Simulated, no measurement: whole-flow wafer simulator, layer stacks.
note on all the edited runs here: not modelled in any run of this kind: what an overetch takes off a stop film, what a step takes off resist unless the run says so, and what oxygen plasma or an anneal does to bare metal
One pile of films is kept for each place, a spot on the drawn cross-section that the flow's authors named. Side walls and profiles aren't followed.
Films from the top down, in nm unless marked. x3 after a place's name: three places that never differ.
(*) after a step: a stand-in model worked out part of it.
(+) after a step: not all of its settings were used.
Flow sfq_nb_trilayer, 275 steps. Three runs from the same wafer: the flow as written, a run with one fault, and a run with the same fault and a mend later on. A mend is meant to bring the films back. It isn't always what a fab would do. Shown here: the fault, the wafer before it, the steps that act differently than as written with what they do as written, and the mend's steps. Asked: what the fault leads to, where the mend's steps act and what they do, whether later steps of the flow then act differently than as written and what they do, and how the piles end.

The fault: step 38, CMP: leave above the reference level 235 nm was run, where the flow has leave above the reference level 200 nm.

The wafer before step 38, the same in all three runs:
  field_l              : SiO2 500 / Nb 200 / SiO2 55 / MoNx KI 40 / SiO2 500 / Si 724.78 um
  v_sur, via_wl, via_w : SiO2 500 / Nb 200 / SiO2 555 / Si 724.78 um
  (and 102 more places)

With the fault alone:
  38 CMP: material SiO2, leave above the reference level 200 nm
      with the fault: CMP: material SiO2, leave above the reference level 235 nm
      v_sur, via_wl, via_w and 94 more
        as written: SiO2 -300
        with the fault: SiO2 -265
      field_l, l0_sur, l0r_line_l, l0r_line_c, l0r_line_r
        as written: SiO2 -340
        with the fault: SiO2 -305
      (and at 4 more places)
  Later steps of the flow that act differently than as written (3 more steps differ only slightly, by at most 2% or 0.5 nm, whichever is larger, and aren't shown):
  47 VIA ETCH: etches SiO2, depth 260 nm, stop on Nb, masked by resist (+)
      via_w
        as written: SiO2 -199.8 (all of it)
        with the fault: SiO2 -234.8 (all of it)
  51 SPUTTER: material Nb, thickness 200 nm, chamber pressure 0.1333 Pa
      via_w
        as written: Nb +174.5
        with the fault: Nb +168
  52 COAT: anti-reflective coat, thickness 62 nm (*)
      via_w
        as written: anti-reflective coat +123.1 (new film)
        with the fault: anti-reflective coat +130.6 (new film)
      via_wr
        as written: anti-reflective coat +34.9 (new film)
        with the fault: anti-reflective coat +33.5 (new film)
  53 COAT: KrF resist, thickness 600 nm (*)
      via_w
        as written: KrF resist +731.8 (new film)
        with the fault: KrF resist +760.2 (new film)
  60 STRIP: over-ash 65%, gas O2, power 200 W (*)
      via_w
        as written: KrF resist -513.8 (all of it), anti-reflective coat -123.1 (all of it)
        with the fault: KrF resist -542.2 (all of it), anti-reflective coat -130.6 (all of it)
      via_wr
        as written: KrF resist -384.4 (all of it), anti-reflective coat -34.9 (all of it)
        with the fault: KrF resist -381.5 (all of it), anti-reflective coat -33.5 (all of it)
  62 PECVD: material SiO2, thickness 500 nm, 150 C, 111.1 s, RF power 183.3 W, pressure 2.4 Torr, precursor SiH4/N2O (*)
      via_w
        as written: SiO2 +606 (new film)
        with the fault: SiO2 +647.6 (new film)
  At the end the piles differ from the flow's by more than 2% or 0.5 nm, whichever is larger, at v_sur, via_wl, via_w and 37 more.
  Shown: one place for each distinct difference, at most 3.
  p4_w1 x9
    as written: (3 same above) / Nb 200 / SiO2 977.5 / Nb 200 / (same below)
    with the fault: (3 same above) / Nb 200 / SiO2 1012.5 / Nb 200 / (same below)
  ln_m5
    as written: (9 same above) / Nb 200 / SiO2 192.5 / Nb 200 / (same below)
    with the fault: (9 same above) / Nb 200 / SiO2 227.5 / Nb 200 / (same below)
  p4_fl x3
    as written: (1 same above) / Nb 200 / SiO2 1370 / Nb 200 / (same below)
    with the fault: (1 same above) / Nb 200 / SiO2 1405 / Nb 200 / (same below)

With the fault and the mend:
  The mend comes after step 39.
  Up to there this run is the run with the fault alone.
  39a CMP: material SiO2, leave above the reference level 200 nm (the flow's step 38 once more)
      field_l, v_sur, via_wl and 103 more
        SiO2 -35
  No later step of the flow acts differently than as written at any place that is followed.
  At the end the piles are the same as the flow's at every place that both follow.
